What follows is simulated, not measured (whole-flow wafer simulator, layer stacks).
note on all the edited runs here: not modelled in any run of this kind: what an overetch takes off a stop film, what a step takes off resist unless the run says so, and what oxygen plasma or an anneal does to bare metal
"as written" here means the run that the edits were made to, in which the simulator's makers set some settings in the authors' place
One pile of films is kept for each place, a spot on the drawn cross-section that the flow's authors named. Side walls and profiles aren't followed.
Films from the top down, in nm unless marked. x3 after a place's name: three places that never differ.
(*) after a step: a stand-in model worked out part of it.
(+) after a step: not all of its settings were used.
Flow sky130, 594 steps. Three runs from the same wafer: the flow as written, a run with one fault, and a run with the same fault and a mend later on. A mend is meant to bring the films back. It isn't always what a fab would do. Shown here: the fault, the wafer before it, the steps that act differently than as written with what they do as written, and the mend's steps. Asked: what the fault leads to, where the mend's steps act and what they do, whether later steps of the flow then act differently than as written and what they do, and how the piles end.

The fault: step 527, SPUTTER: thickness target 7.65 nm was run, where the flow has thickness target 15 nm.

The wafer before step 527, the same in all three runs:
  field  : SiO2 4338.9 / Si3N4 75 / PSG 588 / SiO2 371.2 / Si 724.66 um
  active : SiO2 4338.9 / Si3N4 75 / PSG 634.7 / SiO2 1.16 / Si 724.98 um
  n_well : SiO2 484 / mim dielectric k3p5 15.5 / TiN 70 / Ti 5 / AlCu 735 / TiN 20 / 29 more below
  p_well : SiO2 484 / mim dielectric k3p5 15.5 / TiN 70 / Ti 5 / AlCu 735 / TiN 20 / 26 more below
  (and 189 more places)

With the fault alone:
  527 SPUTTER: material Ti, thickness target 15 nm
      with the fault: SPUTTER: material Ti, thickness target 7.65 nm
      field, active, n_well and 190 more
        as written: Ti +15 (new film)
        with the fault: Ti +7.65 (new film)
  Later steps of the flow that act differently than as written (19 more steps differ only slightly, by at most 2% or 0.5 nm, whichever is larger, and aren't shown):
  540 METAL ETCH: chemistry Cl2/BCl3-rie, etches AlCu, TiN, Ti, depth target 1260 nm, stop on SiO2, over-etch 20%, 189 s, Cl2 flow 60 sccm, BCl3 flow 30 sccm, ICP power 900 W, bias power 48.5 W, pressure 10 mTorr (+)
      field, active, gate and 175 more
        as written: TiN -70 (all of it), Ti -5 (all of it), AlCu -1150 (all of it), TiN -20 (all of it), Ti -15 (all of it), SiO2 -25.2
        with the fault: TiN -70 (all of it), Ti -5 (all of it), AlCu -1150 (all of it), TiN -20 (all of it), Ti -7.65 (all of it), SiO2 -25.9
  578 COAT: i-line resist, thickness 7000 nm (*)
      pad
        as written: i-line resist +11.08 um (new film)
        with the fault: i-line resist +11.09 um (new film)
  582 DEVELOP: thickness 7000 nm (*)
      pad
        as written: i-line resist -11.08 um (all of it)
        with the fault: i-line resist -11.09 um (all of it)
  At the end the piles differ from the flow's by more than 2% or 0.5 nm, whichever is larger, at n_well, p_well, sd_n and 12 more.
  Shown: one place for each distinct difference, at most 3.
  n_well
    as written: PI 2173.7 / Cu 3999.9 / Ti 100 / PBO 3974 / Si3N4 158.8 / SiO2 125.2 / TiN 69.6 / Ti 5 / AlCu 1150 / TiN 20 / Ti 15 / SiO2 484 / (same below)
    with the fault: PI 2174.5 / Cu 3999.9 / Ti 100 / PBO 3979.3 / Si3N4 158.8 / SiO2 125.2 / TiN 69.6 / Ti 5 / AlCu 1150 / TiN 20 / Ti 7.65 / SiO2 484 / (same below)
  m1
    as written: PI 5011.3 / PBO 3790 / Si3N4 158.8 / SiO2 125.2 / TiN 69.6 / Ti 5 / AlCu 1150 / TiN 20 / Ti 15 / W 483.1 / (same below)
    with the fault: PI 5011.7 / PBO 3796.1 / Si3N4 158.8 / SiO2 125.2 / TiN 69.6 / Ti 5 / AlCu 1150 / TiN 20 / Ti 7.65 / W 483.1 / (same below)
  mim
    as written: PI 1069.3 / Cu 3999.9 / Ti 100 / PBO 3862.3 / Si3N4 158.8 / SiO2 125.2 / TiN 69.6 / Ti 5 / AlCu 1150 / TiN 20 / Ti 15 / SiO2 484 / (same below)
    with the fault: PI 1070 / Cu 3999.9 / Ti 100 / PBO 3868 / Si3N4 158.8 / SiO2 125.2 / TiN 69.6 / Ti 5 / AlCu 1150 / TiN 20 / Ti 7.65 / SiO2 484 / (same below)

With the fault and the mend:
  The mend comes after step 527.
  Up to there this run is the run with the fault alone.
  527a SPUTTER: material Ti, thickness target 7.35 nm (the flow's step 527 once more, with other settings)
      field, active, n_well and 190 more
        Ti +7.35
  No later step of the flow acts differently than as written at any place that is followed.
  At the end the piles are the same as the flow's at every place that both follow.
